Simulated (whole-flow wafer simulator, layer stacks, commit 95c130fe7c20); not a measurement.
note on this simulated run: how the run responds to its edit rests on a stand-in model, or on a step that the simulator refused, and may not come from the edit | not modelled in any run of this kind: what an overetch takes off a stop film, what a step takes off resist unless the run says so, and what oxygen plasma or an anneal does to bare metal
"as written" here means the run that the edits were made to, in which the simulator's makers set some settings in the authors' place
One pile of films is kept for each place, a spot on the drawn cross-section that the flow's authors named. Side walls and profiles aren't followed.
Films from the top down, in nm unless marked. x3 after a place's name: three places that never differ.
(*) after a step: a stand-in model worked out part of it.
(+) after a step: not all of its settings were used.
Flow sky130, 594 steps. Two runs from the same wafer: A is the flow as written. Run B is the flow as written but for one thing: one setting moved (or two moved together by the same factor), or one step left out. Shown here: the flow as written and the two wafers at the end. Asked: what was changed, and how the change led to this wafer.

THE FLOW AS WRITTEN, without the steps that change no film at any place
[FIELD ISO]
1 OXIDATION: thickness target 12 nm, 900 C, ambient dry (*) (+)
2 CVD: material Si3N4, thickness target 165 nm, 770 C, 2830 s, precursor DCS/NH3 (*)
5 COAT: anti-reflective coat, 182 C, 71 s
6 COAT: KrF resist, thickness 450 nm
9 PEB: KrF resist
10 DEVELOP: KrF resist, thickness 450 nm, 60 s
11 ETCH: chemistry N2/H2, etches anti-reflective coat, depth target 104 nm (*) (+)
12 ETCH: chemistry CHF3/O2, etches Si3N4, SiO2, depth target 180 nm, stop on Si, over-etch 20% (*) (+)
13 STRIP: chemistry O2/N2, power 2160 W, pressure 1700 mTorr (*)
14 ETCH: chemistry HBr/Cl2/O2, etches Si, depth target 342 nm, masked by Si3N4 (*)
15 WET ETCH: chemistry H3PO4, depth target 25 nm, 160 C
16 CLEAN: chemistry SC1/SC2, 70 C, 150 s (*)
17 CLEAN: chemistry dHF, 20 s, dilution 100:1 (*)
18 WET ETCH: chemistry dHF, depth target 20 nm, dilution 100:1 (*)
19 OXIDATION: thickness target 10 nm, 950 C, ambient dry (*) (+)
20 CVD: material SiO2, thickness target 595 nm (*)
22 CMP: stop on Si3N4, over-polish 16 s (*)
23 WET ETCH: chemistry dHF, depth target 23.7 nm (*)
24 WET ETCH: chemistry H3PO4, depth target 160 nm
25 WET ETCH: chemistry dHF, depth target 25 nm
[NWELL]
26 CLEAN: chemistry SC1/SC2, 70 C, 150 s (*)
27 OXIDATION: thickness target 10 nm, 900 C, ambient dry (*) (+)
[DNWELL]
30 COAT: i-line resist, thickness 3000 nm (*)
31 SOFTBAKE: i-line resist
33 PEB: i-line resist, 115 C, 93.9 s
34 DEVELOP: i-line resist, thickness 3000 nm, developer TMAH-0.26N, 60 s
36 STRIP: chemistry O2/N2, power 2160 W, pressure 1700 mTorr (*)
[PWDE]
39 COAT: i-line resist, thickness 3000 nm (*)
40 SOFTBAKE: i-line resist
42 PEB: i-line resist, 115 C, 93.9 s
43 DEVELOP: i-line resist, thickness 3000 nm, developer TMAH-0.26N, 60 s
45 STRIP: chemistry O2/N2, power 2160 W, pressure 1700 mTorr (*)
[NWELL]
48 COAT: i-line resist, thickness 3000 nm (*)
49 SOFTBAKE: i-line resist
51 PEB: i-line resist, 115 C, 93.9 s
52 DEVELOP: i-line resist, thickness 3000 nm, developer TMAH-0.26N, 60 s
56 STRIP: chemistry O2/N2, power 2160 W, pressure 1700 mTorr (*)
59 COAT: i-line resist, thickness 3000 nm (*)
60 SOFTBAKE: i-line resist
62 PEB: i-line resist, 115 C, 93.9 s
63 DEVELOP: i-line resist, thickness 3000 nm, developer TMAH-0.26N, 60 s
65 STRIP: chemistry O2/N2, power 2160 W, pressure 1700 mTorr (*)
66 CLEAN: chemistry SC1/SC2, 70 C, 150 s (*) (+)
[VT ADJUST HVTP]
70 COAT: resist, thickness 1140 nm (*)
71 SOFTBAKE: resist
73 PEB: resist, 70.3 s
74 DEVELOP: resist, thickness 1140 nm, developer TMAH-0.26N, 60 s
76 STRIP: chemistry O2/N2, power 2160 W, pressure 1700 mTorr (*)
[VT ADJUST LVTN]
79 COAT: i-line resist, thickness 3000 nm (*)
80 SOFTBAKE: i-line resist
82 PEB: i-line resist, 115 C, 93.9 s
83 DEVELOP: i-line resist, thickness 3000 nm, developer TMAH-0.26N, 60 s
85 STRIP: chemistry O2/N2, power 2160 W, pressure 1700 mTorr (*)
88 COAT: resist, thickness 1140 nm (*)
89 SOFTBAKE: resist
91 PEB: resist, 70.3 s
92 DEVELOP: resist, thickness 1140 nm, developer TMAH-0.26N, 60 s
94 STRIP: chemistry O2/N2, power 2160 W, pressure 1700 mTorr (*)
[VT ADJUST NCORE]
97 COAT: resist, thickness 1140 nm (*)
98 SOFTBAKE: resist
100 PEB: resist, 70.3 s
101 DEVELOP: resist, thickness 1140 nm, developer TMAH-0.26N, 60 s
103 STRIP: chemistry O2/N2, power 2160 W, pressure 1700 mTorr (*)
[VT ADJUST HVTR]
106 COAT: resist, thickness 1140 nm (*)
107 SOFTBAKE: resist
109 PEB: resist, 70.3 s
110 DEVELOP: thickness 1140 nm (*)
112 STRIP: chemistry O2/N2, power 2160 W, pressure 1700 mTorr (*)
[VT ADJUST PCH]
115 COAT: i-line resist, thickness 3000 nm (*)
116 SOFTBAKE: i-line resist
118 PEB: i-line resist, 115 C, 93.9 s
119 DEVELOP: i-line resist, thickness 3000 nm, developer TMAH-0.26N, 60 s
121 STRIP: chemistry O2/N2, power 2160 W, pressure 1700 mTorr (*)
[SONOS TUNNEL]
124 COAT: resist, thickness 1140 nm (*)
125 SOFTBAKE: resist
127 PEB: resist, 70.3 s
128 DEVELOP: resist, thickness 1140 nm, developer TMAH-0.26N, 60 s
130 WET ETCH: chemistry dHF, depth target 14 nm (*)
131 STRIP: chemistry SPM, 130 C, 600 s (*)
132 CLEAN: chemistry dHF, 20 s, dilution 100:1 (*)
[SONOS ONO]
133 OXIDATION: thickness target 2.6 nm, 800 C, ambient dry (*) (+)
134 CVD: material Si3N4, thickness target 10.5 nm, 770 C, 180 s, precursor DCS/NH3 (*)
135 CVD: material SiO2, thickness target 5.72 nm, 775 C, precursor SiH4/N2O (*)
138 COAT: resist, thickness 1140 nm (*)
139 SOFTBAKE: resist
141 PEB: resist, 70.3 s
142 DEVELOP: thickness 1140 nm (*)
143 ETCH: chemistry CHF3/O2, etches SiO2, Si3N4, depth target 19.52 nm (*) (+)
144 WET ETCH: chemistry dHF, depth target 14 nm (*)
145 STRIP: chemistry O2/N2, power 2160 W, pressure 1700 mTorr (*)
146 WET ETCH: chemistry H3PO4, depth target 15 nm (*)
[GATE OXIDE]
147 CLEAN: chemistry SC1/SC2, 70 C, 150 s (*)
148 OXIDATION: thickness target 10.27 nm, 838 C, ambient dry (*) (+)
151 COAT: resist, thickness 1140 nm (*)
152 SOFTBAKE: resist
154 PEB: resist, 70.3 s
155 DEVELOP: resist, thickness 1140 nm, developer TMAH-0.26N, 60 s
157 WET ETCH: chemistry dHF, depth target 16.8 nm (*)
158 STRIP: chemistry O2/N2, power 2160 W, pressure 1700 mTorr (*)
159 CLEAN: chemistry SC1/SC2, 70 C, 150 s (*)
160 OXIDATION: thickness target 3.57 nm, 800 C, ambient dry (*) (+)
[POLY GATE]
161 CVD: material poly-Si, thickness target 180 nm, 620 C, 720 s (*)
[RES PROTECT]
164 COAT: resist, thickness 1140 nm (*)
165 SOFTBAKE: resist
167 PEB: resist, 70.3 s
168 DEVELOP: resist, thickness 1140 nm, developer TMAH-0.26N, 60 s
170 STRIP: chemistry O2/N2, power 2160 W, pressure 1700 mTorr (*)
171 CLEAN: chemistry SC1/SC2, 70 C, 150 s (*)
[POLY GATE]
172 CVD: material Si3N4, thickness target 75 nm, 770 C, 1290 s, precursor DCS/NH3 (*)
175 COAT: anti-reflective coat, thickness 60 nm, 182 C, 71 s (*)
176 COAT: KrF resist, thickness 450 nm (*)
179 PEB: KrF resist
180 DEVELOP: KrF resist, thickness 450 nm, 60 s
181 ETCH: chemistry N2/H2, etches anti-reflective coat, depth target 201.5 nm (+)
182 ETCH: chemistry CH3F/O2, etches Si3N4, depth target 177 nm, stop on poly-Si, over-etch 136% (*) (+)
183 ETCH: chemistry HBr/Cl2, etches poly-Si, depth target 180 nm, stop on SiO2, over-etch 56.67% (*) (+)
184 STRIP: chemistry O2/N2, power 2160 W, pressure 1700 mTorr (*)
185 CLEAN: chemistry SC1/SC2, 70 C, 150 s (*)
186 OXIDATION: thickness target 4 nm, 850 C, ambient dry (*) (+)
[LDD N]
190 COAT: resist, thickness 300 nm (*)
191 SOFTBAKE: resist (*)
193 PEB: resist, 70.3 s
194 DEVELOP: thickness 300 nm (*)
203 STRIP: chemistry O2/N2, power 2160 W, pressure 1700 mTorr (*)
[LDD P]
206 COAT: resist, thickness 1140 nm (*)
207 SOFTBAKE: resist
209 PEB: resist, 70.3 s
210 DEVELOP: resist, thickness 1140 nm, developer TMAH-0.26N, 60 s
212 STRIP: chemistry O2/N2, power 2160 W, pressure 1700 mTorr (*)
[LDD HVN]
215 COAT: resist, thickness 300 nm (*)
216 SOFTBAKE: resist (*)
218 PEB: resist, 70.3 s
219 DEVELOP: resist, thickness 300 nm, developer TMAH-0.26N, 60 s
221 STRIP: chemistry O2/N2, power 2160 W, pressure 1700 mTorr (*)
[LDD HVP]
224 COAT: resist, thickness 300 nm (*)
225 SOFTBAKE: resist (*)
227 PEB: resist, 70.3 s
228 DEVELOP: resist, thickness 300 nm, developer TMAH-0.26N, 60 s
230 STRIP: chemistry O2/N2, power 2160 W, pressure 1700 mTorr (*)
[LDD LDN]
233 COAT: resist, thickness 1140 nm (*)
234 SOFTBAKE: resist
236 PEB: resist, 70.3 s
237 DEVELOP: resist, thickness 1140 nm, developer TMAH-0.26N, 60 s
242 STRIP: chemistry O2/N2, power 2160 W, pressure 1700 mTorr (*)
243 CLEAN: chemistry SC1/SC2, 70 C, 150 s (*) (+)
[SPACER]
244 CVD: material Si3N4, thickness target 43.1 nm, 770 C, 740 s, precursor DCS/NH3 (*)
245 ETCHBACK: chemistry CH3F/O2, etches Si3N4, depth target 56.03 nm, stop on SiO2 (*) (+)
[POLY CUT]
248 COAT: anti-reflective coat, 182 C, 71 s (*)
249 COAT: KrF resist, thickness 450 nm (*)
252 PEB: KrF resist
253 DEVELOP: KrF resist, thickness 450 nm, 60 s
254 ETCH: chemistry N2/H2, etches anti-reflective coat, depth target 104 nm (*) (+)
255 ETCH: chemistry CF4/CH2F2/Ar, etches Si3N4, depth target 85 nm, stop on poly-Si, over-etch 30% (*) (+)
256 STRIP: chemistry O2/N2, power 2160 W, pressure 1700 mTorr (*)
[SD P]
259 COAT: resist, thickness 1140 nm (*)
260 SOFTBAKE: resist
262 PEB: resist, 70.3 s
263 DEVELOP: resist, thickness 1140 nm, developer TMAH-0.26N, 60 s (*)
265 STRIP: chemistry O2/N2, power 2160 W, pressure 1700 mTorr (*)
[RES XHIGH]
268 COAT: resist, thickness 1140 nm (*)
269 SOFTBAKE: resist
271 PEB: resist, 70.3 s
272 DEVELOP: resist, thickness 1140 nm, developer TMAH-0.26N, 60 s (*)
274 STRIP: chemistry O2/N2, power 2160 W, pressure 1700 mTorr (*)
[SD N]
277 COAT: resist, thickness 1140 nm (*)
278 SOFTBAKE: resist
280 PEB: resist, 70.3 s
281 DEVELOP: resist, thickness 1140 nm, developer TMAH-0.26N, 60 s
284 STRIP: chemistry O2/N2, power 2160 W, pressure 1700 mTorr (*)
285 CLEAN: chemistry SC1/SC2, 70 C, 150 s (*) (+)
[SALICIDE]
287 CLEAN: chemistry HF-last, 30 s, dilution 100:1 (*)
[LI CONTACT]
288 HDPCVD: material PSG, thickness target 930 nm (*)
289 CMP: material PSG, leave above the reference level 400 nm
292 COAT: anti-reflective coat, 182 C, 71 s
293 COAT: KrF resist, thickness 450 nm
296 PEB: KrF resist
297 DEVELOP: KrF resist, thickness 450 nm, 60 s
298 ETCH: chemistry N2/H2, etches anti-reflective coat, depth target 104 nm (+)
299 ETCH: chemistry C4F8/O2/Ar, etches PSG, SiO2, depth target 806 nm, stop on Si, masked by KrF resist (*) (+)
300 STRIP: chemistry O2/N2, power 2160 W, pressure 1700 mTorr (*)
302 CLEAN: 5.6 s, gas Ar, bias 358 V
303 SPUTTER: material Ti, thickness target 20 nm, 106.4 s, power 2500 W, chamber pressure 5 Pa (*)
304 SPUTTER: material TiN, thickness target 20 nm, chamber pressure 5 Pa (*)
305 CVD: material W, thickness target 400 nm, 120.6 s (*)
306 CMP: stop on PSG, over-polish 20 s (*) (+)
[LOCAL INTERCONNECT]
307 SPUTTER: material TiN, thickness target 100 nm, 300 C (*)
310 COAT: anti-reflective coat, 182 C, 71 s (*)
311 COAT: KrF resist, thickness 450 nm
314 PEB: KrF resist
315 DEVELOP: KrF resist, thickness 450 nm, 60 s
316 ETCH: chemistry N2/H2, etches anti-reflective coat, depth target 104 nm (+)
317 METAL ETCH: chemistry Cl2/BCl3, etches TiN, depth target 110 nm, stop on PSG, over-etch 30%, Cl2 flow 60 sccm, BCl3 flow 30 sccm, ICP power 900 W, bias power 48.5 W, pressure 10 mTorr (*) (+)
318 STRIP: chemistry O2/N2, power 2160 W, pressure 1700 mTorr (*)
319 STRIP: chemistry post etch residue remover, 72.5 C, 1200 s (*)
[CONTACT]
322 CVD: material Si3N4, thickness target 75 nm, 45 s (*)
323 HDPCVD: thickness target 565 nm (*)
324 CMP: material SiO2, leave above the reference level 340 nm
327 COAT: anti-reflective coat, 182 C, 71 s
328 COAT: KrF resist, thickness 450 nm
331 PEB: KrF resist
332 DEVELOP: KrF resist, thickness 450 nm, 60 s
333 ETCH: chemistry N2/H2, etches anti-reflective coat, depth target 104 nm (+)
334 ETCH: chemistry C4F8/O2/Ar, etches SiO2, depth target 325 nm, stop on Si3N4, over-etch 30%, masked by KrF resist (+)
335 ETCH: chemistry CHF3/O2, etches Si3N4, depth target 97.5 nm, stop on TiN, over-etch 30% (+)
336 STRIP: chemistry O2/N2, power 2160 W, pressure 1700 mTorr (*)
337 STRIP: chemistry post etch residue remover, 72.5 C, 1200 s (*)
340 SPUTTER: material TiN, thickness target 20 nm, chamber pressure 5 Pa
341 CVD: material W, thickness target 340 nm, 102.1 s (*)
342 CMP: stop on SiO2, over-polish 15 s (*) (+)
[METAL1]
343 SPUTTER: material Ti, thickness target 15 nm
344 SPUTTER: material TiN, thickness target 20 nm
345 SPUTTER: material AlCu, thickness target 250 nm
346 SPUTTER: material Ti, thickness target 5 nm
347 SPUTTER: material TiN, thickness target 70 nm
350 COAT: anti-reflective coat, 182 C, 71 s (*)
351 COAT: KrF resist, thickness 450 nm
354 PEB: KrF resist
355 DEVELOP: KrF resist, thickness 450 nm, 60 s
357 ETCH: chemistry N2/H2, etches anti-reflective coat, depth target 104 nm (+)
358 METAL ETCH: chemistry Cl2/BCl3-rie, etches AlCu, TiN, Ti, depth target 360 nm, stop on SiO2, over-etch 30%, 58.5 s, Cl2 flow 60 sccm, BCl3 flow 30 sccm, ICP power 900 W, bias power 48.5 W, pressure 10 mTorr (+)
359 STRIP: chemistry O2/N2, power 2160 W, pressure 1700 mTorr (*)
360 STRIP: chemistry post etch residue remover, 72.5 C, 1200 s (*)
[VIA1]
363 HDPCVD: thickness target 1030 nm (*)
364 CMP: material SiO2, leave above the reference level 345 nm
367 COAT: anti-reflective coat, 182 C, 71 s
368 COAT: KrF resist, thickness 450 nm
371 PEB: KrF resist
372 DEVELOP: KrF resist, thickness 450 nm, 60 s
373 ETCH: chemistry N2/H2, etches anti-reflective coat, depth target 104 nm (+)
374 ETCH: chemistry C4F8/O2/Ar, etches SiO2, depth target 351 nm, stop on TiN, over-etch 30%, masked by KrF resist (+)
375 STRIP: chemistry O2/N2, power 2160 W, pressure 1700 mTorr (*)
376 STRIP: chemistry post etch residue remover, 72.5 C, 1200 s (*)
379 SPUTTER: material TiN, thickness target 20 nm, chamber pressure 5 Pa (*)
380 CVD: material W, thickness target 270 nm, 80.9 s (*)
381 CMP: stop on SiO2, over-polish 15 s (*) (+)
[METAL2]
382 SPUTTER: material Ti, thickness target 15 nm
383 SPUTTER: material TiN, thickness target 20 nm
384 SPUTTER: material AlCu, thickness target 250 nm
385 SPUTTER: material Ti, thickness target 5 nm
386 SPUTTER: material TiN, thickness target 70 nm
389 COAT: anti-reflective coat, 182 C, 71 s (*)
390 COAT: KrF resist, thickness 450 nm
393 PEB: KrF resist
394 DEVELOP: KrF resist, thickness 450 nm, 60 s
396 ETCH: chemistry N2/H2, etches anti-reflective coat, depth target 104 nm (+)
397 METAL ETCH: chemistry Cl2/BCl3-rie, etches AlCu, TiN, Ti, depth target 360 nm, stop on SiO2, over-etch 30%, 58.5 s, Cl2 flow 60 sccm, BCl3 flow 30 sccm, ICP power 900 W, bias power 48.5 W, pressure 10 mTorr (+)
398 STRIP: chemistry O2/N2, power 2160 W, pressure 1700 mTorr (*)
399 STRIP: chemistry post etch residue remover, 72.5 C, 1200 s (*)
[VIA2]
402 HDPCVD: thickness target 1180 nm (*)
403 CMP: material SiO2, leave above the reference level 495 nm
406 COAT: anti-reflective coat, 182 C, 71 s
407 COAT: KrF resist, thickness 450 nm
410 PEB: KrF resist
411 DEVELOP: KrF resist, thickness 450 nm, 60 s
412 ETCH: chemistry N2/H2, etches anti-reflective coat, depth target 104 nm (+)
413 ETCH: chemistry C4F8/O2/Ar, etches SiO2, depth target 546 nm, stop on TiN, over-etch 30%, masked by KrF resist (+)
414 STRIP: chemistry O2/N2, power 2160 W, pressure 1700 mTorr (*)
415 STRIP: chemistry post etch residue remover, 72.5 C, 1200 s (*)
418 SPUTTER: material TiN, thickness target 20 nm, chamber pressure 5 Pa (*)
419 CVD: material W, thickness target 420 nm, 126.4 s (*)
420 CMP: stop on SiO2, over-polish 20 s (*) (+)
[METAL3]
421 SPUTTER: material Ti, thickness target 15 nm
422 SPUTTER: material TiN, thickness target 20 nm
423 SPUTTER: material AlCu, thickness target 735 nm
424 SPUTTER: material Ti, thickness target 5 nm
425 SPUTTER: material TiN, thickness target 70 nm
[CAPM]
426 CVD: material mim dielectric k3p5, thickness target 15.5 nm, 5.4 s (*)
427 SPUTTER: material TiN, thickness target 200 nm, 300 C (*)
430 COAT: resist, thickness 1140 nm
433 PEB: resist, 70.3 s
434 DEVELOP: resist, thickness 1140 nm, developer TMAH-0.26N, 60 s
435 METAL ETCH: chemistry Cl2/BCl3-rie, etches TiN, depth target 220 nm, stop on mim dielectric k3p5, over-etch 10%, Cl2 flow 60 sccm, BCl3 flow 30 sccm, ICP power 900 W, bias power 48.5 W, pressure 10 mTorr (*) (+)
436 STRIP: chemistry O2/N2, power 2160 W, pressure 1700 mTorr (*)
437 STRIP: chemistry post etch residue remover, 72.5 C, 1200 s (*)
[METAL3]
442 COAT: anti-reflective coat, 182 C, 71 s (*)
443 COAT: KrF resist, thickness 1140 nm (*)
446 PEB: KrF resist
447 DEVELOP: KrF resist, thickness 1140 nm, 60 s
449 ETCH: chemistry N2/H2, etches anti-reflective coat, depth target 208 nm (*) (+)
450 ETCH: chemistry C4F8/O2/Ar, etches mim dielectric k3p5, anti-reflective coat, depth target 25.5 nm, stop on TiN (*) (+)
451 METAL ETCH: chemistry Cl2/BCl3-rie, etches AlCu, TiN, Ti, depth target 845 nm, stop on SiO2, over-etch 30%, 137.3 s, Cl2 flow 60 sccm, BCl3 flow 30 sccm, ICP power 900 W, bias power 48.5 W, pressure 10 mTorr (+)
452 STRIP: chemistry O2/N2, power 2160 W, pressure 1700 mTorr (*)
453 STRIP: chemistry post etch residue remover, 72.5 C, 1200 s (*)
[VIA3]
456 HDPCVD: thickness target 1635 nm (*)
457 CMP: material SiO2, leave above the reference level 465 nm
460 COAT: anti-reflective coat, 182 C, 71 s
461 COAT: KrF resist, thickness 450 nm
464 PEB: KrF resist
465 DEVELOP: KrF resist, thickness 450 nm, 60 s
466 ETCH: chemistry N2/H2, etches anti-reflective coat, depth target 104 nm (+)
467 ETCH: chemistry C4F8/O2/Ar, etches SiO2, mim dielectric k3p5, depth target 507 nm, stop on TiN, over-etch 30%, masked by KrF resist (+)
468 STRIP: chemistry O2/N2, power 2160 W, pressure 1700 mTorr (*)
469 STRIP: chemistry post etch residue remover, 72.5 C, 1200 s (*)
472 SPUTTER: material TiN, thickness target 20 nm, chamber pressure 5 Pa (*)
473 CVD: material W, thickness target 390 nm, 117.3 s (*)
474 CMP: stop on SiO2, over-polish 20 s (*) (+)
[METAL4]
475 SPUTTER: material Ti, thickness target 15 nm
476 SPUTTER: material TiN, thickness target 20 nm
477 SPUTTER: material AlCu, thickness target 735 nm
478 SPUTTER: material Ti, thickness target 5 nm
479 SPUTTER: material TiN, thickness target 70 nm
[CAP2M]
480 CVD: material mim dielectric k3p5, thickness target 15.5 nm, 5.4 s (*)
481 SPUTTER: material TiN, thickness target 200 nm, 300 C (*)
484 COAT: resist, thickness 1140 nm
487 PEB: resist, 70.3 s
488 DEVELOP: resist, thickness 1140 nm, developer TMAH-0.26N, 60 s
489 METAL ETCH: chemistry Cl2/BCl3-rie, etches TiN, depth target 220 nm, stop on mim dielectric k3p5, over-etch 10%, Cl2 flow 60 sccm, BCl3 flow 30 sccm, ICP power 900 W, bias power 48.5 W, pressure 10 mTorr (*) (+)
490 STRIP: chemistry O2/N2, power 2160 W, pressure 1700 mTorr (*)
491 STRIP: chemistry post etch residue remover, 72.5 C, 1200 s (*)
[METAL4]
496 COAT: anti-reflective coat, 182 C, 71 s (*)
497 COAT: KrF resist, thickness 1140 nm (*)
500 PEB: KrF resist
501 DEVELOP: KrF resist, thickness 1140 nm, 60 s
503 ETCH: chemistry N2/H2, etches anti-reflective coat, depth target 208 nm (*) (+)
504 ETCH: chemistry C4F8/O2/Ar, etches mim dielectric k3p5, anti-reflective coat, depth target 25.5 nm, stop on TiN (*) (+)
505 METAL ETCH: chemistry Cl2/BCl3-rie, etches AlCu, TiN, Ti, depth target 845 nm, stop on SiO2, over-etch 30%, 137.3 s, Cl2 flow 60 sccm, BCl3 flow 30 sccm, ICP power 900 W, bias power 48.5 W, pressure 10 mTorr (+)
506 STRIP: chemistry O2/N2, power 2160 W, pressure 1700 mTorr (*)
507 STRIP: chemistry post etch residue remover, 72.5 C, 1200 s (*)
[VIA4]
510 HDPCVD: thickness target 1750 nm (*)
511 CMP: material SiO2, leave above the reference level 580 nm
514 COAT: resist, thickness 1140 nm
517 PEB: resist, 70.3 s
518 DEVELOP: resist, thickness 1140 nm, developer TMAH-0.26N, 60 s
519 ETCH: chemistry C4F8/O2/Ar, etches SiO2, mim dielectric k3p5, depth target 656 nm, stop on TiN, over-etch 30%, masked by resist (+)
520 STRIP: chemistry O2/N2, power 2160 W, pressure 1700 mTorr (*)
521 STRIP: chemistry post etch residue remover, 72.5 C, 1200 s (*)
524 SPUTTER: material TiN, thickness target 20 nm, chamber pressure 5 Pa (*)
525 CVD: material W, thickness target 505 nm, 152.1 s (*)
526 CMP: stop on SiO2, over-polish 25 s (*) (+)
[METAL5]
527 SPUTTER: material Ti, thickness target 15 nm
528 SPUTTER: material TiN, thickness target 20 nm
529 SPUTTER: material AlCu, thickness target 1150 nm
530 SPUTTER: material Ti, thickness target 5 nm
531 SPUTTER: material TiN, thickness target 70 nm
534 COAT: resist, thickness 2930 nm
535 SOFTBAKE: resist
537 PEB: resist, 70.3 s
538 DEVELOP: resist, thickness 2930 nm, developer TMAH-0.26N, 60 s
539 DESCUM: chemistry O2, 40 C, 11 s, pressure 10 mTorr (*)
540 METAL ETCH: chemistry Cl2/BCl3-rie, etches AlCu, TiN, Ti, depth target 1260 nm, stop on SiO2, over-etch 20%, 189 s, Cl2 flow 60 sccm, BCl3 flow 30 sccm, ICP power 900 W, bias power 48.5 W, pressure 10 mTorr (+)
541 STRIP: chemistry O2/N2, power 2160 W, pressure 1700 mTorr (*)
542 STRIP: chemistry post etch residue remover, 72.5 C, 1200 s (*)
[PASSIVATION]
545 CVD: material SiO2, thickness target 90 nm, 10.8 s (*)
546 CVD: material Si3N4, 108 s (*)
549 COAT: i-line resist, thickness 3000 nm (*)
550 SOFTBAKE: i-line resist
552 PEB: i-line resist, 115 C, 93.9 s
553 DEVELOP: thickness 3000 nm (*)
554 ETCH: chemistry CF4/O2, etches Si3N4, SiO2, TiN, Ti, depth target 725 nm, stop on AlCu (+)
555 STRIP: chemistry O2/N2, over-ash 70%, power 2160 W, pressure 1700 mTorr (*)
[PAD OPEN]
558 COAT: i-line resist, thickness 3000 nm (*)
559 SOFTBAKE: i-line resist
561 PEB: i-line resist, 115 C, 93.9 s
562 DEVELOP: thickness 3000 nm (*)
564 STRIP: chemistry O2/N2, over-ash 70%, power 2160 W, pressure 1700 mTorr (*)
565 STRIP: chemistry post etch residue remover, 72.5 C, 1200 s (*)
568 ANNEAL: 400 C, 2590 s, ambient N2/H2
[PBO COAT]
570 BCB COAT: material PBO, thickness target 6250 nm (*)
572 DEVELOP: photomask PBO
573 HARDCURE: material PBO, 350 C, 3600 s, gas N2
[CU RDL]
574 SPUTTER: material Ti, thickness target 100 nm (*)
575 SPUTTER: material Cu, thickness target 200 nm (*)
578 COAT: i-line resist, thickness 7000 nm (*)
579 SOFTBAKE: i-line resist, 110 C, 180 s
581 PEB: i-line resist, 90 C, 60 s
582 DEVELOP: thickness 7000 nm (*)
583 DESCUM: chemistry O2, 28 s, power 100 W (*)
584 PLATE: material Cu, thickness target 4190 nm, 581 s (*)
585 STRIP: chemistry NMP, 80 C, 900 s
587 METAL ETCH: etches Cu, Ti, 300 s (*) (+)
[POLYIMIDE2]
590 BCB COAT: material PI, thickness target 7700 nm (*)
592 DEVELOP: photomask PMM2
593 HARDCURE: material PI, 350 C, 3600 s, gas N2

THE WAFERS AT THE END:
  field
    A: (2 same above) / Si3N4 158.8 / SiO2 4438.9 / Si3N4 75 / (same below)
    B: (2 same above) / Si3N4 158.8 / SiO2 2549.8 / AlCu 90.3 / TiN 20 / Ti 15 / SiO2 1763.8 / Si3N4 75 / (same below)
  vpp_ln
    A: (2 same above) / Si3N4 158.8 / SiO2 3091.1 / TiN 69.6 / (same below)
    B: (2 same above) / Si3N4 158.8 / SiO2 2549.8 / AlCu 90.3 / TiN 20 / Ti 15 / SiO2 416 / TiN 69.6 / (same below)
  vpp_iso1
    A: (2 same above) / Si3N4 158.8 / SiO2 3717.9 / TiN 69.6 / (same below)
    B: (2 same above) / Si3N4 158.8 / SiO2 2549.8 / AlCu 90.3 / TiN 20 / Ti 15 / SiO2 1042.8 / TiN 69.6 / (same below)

The cause: step 451, METAL ETCH: depth target 549.2 nm was run, where the flow has depth target 845 nm; step 451, METAL ETCH: 89.2 s was run, where the flow has 137.3 s.

How the change led to this, step by step:
  451 METAL ETCH: chemistry Cl2/BCl3-rie, etches AlCu, TiN, Ti, depth target 845 nm, stop on SiO2, over-etch 30%, 137.3 s, Cl2 flow 60 sccm, BCl3 flow 30 sccm, ICP power 900 W, bias power 48.5 W, pressure 10 mTorr (+)
      field, gate, spacer and 68 more: A TiN -70 (all of it), Ti -5 (all of it), AlCu -735 (all of it), TiN -20 (all of it), Ti -15 (all of it), SiO2 -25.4 | B TiN -70 (all of it), Ti -5 (all of it), AlCu -639
      active, vpp_ln, vpp_iso2 and 11 more: A TiN -70 (all of it), Ti -5 (all of it), AlCu -735 (all of it), TiN -20 (all of it), Ti -15 (all of it), SiO2 -25.3 | B TiN -70 (all of it), Ti -5 (all of it), AlCu -639
      (and at 107 more places)
  452 STRIP: chemistry O2/N2, power 2160 W, pressure 1700 mTorr (*)
      gate_hv, dice_street, pplus_nw and 75 more: A KrF resist -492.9 (all of it), anti-reflective coat -80 (all of it) | B KrF resist -685.2 (all of it), anti-reflective coat -80 (all of it)
      n_well, p_well, sd_n, sd_p, pad, mim_edge_gap, mim_edge_gap_sheet: A KrF resist -492.9 (all of it), anti-reflective coat -80 (all of it) | B KrF resist -685.1 (all of it), anti-reflective coat -80 (all of it)
      (and at 22 more places)
  453 STRIP: chemistry post etch residue remover, 72.5 C, 1200 s (*)
      field, active, gate and 82 more: A nothing | B AlCu -5.72
  456 HDPCVD: thickness target 1635 nm (*)
      field, active, gate and 82 more: A SiO2 +1635 | B SiO2 +1635 (new film)
  457 CMP: material SiO2, leave above the reference level 465 nm
      field, active, gate and 82 more: A SiO2 -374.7 | B SiO2 -525.3
Counting metal films that touch as one body, field has 1 body; the flow as written gives 0 bodies.
Counting metal films that touch as one body, vpp_ln has 3 bodies (between them, from the top down: SiO2 416; SiO2 267.2); the flow as written gives 2 bodies (between them, from the top down: SiO2 267.2).
Counting metal films that touch as one body, vpp_iso1 has 2 bodies (between them, from the top down: SiO2 1042.8); the flow as written gives 1 body.
